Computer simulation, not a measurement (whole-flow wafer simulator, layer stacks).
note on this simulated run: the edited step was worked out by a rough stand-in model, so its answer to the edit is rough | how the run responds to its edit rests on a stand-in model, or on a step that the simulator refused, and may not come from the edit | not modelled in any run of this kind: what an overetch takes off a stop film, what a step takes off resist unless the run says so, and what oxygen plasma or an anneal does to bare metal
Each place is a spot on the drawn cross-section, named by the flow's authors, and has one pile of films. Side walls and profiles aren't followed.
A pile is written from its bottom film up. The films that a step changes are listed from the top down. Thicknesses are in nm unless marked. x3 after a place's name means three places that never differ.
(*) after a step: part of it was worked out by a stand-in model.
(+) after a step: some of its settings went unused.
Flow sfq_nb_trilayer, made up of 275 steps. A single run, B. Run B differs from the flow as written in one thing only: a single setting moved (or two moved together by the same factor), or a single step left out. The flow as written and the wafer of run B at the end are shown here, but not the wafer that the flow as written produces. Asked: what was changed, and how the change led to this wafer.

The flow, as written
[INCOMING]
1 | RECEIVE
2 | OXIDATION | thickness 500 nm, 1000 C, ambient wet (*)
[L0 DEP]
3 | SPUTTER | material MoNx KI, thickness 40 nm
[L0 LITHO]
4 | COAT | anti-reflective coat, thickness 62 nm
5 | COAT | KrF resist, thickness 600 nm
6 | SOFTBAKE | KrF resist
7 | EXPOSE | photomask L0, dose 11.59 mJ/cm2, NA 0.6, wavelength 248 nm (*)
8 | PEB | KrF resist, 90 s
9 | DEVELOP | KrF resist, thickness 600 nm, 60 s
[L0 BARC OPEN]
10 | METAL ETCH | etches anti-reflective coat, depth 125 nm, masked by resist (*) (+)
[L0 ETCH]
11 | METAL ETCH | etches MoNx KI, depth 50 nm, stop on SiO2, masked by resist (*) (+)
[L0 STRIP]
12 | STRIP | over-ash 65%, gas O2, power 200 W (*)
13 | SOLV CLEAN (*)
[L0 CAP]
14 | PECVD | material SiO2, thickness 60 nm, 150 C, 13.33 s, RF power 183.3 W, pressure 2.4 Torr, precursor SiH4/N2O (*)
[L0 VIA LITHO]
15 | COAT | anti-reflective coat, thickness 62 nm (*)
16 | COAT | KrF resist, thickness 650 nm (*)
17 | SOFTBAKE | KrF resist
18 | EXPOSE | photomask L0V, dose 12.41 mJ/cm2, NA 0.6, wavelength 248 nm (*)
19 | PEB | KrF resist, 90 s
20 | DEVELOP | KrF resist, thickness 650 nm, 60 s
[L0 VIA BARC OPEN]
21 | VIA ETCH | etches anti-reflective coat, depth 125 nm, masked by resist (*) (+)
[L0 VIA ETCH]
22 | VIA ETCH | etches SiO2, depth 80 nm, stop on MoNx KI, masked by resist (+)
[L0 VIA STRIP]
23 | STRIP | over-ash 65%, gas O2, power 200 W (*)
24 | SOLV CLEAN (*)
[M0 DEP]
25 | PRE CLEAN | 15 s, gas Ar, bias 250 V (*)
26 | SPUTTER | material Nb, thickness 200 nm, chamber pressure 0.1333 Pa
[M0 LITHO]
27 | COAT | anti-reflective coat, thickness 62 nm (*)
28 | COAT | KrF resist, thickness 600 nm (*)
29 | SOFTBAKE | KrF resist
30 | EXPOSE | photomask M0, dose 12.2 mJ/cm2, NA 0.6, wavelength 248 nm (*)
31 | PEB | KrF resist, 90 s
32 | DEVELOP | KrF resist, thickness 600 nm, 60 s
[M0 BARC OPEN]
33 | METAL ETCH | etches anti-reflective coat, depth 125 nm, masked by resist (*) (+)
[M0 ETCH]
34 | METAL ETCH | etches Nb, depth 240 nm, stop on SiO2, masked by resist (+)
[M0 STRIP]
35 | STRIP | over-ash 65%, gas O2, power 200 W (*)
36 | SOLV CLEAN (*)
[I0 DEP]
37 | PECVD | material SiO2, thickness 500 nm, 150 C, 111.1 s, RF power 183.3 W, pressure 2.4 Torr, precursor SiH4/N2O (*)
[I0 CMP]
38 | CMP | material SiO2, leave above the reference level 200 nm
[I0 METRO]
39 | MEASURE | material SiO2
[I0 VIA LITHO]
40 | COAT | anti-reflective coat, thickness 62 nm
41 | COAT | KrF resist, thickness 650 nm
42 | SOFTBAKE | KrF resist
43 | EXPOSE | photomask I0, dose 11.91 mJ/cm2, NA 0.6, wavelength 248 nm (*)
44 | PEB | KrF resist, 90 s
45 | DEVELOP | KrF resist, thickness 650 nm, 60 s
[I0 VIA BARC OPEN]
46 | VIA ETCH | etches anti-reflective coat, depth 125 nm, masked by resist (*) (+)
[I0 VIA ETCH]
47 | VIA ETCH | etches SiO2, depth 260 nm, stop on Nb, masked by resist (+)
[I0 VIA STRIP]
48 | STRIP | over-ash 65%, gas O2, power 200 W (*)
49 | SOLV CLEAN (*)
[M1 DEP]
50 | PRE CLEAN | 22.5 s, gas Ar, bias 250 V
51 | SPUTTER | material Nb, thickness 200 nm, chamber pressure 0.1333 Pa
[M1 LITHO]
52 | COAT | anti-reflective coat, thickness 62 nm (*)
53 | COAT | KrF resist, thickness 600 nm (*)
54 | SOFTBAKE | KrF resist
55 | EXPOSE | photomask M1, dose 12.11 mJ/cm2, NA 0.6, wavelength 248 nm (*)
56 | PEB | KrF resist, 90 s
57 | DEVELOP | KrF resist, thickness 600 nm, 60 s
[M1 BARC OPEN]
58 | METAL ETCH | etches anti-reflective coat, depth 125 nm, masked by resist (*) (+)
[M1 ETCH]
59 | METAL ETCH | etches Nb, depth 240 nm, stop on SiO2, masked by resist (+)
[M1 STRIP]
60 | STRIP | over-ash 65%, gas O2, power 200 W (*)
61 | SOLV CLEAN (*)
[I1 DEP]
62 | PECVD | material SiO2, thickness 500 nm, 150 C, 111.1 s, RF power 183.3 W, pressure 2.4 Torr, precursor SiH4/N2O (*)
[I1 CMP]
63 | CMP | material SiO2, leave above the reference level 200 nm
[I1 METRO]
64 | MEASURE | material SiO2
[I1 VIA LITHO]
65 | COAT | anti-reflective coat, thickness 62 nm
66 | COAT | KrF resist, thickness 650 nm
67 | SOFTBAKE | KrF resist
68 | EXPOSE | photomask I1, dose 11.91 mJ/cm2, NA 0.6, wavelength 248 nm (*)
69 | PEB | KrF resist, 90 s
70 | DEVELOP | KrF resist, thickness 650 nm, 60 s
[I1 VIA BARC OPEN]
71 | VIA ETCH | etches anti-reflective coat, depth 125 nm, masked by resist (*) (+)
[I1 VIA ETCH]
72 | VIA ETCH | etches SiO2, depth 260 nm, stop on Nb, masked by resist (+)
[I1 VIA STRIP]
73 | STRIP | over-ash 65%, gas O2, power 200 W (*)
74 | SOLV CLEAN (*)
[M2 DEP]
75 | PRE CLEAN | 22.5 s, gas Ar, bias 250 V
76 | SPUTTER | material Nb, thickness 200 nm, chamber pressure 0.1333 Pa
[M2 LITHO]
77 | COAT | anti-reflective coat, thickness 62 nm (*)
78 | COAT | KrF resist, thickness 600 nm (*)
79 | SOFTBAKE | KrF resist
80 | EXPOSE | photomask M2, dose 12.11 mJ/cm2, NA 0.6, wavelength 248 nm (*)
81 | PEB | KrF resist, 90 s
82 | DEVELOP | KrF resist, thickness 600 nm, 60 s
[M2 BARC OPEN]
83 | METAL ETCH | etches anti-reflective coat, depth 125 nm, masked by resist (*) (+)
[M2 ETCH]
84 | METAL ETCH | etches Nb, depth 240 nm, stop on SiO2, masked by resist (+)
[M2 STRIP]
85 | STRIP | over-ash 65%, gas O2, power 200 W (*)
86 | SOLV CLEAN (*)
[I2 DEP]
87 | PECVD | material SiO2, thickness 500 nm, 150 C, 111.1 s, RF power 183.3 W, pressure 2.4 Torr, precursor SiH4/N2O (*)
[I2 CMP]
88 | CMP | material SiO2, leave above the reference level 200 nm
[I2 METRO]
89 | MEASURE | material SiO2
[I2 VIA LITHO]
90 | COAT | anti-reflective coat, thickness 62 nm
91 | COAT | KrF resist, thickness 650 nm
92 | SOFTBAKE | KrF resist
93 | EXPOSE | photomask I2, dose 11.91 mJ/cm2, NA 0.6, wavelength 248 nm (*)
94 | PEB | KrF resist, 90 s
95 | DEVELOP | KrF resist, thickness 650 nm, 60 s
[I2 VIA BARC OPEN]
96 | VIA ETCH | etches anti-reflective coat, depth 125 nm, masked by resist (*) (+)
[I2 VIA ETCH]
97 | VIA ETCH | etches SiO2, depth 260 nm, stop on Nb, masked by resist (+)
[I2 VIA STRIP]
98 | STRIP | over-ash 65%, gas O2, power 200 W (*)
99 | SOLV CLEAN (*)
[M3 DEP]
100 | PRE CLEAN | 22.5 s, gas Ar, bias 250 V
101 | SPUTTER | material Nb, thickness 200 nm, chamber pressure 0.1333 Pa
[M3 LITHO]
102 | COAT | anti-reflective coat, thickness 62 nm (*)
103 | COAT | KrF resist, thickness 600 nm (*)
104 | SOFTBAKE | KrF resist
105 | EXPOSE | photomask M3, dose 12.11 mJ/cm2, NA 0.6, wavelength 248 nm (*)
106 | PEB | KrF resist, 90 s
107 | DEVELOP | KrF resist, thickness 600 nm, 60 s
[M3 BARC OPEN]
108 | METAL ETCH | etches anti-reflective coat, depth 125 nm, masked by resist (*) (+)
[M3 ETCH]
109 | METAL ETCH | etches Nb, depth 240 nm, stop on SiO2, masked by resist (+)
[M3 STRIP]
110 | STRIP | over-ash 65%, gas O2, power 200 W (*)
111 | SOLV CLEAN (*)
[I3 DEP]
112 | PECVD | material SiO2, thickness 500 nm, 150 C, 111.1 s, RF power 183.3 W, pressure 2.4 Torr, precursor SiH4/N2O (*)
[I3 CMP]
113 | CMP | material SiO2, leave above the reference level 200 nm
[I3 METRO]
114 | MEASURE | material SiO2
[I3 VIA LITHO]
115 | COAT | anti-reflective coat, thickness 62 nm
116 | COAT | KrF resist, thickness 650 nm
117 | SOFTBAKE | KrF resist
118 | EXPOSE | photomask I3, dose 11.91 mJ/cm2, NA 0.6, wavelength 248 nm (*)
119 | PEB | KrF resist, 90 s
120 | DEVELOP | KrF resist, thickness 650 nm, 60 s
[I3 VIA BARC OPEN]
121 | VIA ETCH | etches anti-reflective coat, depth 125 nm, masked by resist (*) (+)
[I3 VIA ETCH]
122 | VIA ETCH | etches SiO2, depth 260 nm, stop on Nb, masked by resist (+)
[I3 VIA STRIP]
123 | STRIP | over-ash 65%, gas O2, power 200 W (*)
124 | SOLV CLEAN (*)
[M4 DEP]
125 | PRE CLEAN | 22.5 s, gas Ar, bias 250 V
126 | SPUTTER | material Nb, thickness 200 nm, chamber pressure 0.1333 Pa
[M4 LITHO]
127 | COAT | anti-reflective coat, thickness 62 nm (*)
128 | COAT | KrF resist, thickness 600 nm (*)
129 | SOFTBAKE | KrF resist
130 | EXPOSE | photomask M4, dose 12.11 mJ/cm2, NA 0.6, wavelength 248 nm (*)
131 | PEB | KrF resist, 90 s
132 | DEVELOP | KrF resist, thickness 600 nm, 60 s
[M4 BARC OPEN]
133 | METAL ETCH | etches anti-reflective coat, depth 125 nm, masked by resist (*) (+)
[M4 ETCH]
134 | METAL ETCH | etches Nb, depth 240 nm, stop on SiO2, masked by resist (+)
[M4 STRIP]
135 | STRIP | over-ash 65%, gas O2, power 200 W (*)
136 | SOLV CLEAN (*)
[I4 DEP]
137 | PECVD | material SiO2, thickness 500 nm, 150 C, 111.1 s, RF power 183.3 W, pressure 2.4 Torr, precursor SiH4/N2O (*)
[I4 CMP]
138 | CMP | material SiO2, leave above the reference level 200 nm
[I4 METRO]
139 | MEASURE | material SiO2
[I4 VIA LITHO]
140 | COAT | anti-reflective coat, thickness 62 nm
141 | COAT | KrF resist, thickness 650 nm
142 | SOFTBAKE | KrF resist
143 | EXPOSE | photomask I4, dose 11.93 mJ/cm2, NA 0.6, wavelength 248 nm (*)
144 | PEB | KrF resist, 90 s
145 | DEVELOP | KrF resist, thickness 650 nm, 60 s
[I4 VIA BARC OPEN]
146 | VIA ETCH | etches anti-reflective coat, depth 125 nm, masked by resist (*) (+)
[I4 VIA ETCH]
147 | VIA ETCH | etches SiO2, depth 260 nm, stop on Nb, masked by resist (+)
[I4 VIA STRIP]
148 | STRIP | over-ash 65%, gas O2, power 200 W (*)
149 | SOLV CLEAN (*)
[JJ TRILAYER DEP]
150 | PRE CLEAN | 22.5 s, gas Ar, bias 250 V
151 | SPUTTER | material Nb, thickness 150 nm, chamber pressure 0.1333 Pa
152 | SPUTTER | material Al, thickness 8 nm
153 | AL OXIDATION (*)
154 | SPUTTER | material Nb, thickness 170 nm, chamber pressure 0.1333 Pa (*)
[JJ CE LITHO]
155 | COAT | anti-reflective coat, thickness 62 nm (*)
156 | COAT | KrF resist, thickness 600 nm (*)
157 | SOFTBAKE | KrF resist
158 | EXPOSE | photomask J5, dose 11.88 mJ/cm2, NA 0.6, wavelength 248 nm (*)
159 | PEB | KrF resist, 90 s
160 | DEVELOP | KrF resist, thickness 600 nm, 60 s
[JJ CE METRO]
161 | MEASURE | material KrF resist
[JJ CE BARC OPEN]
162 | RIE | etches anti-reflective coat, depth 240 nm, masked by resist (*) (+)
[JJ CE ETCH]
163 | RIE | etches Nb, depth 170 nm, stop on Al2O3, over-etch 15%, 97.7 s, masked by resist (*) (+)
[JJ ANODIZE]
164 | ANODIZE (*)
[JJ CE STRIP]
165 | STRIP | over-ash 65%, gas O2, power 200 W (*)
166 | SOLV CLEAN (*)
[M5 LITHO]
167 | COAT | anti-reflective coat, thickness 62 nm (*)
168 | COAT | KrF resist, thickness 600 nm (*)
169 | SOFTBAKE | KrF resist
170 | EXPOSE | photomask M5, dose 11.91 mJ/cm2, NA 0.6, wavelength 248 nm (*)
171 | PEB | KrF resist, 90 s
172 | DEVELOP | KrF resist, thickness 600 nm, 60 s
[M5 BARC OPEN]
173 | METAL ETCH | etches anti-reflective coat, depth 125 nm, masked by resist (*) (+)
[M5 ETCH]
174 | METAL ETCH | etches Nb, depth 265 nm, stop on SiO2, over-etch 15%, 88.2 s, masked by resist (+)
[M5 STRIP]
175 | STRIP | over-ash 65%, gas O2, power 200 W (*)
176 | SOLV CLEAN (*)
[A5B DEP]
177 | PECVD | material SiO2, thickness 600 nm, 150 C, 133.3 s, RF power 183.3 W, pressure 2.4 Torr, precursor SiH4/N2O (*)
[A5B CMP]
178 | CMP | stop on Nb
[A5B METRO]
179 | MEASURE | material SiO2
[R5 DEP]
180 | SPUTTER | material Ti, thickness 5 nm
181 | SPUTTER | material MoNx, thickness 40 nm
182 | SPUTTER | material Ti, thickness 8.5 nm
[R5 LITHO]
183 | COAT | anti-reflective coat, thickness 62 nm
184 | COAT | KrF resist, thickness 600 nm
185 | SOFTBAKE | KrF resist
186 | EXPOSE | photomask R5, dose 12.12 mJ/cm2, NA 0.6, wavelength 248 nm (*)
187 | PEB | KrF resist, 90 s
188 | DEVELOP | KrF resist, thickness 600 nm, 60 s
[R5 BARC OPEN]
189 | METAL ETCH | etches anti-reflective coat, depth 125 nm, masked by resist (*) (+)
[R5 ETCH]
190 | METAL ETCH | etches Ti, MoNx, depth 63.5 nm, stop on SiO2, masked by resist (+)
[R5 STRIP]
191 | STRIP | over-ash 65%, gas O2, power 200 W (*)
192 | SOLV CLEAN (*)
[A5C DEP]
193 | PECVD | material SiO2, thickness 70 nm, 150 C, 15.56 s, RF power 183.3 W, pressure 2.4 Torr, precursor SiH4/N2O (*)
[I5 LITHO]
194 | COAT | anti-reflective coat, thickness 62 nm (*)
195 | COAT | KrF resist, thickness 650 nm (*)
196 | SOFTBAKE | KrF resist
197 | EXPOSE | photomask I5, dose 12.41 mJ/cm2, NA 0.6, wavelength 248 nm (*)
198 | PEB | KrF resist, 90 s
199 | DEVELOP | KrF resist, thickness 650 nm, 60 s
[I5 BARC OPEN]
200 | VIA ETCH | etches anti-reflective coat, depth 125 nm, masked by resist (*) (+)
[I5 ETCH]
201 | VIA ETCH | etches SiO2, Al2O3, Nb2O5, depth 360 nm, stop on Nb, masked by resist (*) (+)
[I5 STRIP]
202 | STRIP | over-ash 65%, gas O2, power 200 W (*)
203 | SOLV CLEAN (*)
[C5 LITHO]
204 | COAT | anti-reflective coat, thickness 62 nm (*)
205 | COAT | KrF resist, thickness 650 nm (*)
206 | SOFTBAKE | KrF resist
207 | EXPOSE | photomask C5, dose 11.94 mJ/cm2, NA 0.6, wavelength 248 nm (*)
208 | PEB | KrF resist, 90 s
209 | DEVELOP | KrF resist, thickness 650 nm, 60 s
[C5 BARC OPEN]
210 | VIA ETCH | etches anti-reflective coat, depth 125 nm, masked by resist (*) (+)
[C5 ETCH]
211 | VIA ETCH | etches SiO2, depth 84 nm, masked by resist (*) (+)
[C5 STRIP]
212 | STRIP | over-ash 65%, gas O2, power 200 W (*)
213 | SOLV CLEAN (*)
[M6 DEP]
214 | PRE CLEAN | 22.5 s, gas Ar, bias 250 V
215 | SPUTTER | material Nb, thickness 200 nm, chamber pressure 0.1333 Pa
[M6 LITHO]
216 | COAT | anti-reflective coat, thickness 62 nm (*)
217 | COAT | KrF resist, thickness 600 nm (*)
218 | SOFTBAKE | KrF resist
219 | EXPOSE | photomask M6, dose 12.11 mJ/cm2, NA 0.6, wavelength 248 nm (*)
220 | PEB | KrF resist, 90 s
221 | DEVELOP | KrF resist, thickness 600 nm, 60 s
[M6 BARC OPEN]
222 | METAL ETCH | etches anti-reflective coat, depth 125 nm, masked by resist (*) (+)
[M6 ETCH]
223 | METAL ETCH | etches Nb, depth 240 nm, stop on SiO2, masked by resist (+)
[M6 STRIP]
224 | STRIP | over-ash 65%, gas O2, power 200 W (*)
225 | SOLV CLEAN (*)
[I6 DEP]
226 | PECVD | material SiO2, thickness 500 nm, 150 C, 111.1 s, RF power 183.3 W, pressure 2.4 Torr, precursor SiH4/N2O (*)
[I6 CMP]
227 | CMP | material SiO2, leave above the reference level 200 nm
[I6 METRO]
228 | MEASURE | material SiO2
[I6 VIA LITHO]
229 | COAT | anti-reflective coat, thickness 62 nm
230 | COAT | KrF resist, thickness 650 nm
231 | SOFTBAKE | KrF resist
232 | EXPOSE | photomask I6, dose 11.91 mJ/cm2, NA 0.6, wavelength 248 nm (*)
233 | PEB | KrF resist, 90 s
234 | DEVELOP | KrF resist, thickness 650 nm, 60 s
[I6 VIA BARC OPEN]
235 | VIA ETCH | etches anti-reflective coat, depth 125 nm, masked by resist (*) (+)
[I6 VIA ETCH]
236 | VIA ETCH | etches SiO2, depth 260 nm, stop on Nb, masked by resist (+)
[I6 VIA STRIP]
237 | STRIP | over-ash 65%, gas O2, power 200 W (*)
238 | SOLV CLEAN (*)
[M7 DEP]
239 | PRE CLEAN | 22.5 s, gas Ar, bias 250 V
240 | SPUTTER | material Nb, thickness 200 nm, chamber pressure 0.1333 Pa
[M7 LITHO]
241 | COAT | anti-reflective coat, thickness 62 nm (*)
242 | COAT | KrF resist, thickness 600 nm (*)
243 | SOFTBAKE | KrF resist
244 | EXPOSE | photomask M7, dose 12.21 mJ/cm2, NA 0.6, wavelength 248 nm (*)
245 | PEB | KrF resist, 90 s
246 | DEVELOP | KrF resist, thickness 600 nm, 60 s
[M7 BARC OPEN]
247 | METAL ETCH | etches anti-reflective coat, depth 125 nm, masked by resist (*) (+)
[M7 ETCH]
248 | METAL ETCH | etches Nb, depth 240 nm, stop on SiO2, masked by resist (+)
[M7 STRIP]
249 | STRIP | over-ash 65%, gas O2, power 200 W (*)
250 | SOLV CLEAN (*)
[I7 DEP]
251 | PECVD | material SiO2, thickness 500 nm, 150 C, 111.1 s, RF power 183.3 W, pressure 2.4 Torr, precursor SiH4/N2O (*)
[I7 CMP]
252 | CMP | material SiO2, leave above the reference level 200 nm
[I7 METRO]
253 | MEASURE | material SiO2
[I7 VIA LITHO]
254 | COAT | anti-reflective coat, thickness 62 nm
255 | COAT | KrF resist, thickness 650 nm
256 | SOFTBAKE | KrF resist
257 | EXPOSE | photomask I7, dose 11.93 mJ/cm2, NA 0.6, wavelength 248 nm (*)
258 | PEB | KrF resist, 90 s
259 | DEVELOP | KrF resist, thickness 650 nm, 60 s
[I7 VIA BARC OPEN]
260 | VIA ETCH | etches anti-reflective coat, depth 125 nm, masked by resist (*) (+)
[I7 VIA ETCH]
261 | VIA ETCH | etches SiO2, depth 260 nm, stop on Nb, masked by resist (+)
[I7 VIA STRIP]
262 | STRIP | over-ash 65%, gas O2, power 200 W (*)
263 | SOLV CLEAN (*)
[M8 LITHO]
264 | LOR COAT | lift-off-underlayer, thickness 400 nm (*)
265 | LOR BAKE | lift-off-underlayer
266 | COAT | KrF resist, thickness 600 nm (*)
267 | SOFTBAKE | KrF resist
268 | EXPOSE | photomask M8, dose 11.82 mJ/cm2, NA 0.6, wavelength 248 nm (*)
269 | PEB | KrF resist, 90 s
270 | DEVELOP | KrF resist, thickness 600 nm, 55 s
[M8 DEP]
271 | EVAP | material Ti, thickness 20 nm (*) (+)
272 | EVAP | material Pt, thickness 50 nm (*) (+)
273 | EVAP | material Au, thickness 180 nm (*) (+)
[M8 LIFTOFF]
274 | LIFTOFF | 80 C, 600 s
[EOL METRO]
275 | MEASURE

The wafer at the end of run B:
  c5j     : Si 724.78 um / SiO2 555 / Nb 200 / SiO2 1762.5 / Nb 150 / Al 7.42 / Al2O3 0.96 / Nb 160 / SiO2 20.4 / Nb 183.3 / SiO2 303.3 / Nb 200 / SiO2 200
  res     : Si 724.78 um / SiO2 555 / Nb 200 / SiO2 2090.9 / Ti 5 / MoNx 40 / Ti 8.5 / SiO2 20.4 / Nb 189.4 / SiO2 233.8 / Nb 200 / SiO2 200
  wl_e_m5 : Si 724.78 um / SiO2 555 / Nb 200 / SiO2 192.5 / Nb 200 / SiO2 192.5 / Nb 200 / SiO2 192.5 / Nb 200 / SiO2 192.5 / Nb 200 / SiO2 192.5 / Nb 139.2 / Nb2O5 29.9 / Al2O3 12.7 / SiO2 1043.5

The reason: step 193, PECVD: thickness 112 nm was run, while the flow as written has thickness 70 nm; step 193, PECVD: 24.89 s was run, where the flow has 15.56 s.

The path from the change to this, step by step:
  193 | PECVD | material SiO2, thickness 70 nm, 150 C, 15.56 s, RF power 183.3 W, pressure 2.4 Torr, precursor SiH4/N2O (*)
      field_l, v_sur, via_wl and 92 more: SiO2 gains 112 (as written it would have been: SiO2 gains 70)
      ce_l, c5j, ce_r and 8 more: SiO2 gains 112 (new film) (as written it would have been: SiO2 gains 70 (new film))
  201 | VIA ETCH | etches SiO2, Al2O3, Nb2O5, depth 360 nm, stop on Nb, masked by resist (*) (+)
      be: SiO2 loses 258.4 (all of it), Al2O3 loses 12.7 (all of it), Nb2O5 loses 29.9 (all of it) (as written it would have been: SiO2 loses 216.4 (all of it), Al2O3 loses 12.7 (all of it), Nb2O5 loses 29.9 (all of it))
  204 | COAT | anti-reflective coat, thickness 62 nm (*)
      wire: anti-reflective coat gains 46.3 (new film) (as written it would have been: anti-reflective coat gains 47.4 (new film))
      be: anti-reflective coat gains 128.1 (new film) (as written it would have been: anti-reflective coat gains 122.2 (new film))
      (also at 1 further place)
  205 | COAT | KrF resist, thickness 650 nm (*)
      be: KrF resist gains 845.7 (new film) (as written it would have been: KrF resist gains 815.3 (new film))
  211 | VIA ETCH | etches SiO2, depth 84 nm, masked by resist (*) (+)
      c5j: SiO2 loses 84 (as written it would have been: SiO2 loses 69.9 (all of it), Nb loses 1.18)
      res: SiO2 loses 84 (as written it would have been: SiO2 loses 69.9 (all of it))
  212 | STRIP | over-ash 65%, gas O2, power 200 W (*)
      wire: KrF resist loses 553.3 (all of it), anti-reflective coat loses 46.3 (all of it) (as written it would have been: KrF resist loses 555.8 (all of it), anti-reflective coat loses 47.4 (all of it))
      be: KrF resist loses 758.5 (all of it), anti-reflective coat loses 128.1 (all of it) (as written it would have been: KrF resist loses 728.2 (all of it), anti-reflective coat loses 122.2 (all of it))
      (also at 1 further place)
  214 | PRE CLEAN | 22.5 s, gas Ar, bias 250 V
      c5j: SiO2 loses 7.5 (as written it would have been: Nb loses 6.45)
      res: SiO2 loses 7.5 (as written it would have been: Ti loses 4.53)
  215 | SPUTTER | material Nb, thickness 200 nm, chamber pressure 0.1333 Pa
      c5j: Nb gains 183.3 (new film) (as written it would have been: Nb gains 188.4)
      be: Nb gains 138.1 (as written it would have been: Nb gains 147.3)
  216 | COAT | anti-reflective coat, thickness 62 nm (*)
      wire: anti-reflective coat gains 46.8 (new film) (as written it would have been: anti-reflective coat gains 48.3 (new film))
      be: anti-reflective coat gains 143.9 (new film) (as written it would have been: anti-reflective coat gains 136.7 (new film))
      (also at 6 further places)
  217 | COAT | KrF resist, thickness 600 nm (*)
      be: KrF resist gains 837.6 (new film) (as written it would have been: KrF resist gains 793.9 (new film))
  224 | STRIP | over-ash 65%, gas O2, power 200 W (*)
      wire: KrF resist loses 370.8 (all of it), anti-reflective coat loses 46.8 (all of it) (as written it would have been: KrF resist loses 369.8 (all of it), anti-reflective coat loses 48.3 (all of it))
      be: KrF resist loses 619.4 (all of it), anti-reflective coat loses 143.9 (all of it) (as written it would have been: KrF resist loses 575.8 (all of it), anti-reflective coat loses 136.7 (all of it))
      (also at 6 further places)
  226 | PECVD | material SiO2, thickness 500 nm, 150 C, 111.1 s, RF power 183.3 W, pressure 2.4 Torr, precursor SiH4/N2O (*)
      be: SiO2 gains 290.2 (new film), void gains 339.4 (new film), SiO2 gains 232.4 (new film) (as written it would have been: SiO2 gains 693.5 (new film))
      c5j: SiO2 gains 533.8 (new film) (as written it would have been: SiO2 gains 514.7 (new film))
  227 | CMP | material SiO2, leave above the reference level 200 nm
      be: SiO2 loses 290.2 (all of it), void loses 339.4 (all of it) (as written it would have been: SiO2 loses 182.7)
      res: SiO2 loses 258.7 (as written it would have been: SiO2 loses 279.4)
  229 | COAT | anti-reflective coat, thickness 62 nm
      via_sp, ce_l: anti-reflective coat gains 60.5 (new film) (as written it would have been: anti-reflective coat gains 62 (new film))
      via_v, gap: anti-reflective coat gains 60.1 (new film) (as written it would have been: anti-reflective coat gains 62 (new film))
      (also at 5 further places)
  230 | COAT | KrF resist, thickness 650 nm
      be: KrF resist gains 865 (new film) (as written it would have been: KrF resist gains 650 (new film))
      gap: KrF resist gains 635.8 (new film) (as written it would have been: KrF resist gains 650 (new film))
  233 | PEB | KrF resist, 90 s
      be: KrF resist loses 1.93 (as written it would have been: KrF resist loses 1.38)
  ... 15 further steps ...
  274 | LIFTOFF | 80 C, 600 s
      be: Au loses 180 (all of it), Pt loses 50 (all of it), Ti loses 20 (all of it), KrF resist loses 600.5 (all of it), lift-off-underlayer loses 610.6 (all of it) (as written it would have been: Au loses 180 (all of it), Pt loses 50 (all of it), Ti loses 20 (all of it), KrF resist loses 572.1 (all of it), lift-off-underlayer loses 398.5 (all of it))
      be_sur: Au loses 180 (all of it), Pt loses 50 (all of it), Ti loses 20 (all of it), KrF resist loses 582.5 (all of it), lift-off-underlayer loses 376.8 (all of it) (as written it would have been: Au loses 180 (all of it), Pt loses 50 (all of it), Ti loses 20 (all of it), KrF resist loses 572.6 (all of it), lift-off-underlayer loses 398.9 (all of it))
With metal films that touch counted as one body, c5j has 5 bodies (between them, from the top down: SiO2 303.3; SiO2 20.4; Al2O3 0.96; SiO2 1762.5); the flow as written gives 4 bodies (between them, from the top down: SiO2 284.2; Al2O3 0.96; SiO2 1762.5).
With metal films that touch counted as one body, res has 4 bodies (between them, from the top down: SiO2 233.8; SiO2 20.4; SiO2 2090.9); the flow as written gives 3 bodies (between them, from the top down: SiO2 213.1; SiO2 2090.9).
